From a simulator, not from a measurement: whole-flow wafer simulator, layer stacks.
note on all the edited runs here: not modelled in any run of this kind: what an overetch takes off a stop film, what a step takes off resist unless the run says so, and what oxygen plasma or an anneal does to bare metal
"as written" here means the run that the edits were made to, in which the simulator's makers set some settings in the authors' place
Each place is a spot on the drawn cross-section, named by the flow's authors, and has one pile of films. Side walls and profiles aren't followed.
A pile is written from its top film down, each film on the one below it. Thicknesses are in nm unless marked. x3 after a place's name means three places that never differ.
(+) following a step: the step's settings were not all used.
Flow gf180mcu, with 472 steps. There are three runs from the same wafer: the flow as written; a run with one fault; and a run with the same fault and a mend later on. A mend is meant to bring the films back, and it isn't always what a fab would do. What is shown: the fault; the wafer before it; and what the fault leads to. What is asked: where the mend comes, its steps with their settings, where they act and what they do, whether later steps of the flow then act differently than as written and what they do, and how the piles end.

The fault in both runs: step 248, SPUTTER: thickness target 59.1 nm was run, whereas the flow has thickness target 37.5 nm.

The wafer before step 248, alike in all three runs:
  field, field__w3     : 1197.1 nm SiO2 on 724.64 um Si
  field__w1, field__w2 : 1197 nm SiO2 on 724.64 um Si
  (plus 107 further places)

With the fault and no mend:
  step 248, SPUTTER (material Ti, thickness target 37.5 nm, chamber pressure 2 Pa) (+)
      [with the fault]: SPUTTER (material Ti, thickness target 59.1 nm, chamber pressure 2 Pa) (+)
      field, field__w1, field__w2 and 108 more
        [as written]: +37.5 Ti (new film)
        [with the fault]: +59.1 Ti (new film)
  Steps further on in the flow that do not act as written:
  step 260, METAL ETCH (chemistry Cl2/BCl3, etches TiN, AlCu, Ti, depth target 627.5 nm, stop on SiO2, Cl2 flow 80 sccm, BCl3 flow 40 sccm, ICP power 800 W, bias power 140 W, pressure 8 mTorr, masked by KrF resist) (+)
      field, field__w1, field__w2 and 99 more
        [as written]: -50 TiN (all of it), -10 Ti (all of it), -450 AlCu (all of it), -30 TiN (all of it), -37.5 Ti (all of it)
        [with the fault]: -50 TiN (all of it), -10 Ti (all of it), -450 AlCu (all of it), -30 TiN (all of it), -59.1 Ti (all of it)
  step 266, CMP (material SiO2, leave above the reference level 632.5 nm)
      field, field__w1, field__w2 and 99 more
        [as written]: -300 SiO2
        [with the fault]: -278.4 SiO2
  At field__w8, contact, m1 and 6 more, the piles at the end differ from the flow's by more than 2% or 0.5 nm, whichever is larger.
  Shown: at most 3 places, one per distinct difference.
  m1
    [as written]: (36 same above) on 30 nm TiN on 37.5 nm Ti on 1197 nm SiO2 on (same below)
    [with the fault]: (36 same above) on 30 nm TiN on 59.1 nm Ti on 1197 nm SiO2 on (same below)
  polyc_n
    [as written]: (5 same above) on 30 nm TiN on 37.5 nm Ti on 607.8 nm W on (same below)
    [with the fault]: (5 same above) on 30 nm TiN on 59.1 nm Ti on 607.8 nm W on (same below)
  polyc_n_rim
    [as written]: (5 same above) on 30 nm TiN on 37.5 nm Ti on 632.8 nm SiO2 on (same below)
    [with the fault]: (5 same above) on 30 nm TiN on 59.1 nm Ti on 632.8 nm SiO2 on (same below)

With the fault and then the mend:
  The mend follows step 248.
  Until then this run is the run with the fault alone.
  step 248a, METAL ETCH (chemistry Cl2/BCl3, etches TiN, AlCu, Ti, depth target 21.6 nm, Cl2 flow 80 sccm, BCl3 flow 40 sccm, ICP power 800 W, bias power 140 W, pressure 8 mTorr)
      field, field__w1, field__w2 and 108 more
        -21.6 Ti
  Every later step of the flow that is run acts as written at every place that is followed.
  At every place that both follow, the piles at the end match the flow's.
